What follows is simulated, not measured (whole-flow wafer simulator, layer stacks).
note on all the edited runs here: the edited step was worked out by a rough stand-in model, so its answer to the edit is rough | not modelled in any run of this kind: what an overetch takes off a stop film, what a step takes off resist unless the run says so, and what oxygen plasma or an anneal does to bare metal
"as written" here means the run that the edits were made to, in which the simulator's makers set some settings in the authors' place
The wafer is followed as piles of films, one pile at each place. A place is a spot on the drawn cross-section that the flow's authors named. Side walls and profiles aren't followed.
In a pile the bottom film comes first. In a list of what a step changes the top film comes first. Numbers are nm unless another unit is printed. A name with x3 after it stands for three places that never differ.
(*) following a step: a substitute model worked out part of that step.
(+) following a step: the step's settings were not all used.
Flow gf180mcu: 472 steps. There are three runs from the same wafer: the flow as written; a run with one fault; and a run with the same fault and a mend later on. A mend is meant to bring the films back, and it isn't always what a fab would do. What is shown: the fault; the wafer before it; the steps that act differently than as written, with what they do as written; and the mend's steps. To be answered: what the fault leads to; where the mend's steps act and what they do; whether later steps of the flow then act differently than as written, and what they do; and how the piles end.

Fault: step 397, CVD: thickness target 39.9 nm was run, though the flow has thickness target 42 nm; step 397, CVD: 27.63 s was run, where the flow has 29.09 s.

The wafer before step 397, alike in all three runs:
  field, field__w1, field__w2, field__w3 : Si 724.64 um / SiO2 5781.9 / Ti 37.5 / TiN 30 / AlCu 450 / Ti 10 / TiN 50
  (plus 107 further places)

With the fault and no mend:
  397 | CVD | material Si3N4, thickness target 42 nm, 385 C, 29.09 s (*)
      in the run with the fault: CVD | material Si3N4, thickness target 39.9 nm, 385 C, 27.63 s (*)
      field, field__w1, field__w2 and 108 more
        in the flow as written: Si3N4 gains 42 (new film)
        in the run with the fault: Si3N4 gains 39.9 (new film)
  Later steps of the flow acting differently than as written (6 other steps are not shown; they differ only slightly, by no more than 2% or 0.5 nm, whichever is larger):
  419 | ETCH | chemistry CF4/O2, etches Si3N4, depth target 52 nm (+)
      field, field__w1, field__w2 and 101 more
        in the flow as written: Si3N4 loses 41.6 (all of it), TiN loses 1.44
        in the run with the fault: Si3N4 loses 39.5 (all of it), TiN loses 1.73
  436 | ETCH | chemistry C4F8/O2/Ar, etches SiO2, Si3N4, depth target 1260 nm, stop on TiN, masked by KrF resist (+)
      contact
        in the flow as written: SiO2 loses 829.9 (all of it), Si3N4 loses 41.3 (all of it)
        in the run with the fault: SiO2 loses 829.9 (all of it), Si3N4 loses 39.2 (all of it)
  At field__w4, field__w8, m1, m1__w1, mim, mim_1p0, m1_nw, the piles at the end differ from the flow's by more than 2% or 0.5 nm, whichever is larger.
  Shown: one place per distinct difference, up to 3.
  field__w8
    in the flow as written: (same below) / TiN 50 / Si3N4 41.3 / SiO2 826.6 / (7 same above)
    in the run with the fault: (same below) / TiN 50 / Si3N4 39.2 / SiO2 826.6 / (7 same above)
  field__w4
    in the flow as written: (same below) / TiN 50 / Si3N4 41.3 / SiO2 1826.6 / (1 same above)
    in the run with the fault: (same below) / TiN 50 / Si3N4 39.2 / SiO2 1826.6 / (1 same above)
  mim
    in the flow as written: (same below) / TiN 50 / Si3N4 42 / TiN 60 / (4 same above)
    in the run with the fault: (same below) / TiN 50 / Si3N4 39.9 / TiN 60 / (4 same above)

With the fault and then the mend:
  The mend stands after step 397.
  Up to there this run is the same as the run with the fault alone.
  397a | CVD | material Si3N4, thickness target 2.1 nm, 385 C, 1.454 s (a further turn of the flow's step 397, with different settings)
      field, field__w1, field__w2 and 108 more
        Si3N4 gains 2.11
  None of the later steps of the flow differs from how it acts as written, at any place that is followed, by more than 2% or 0.5 nm, whichever is larger.
  At the end the piles are close to the flow's at the places that both follow, differing by at most 2% or 0.5 nm, whichever is larger.
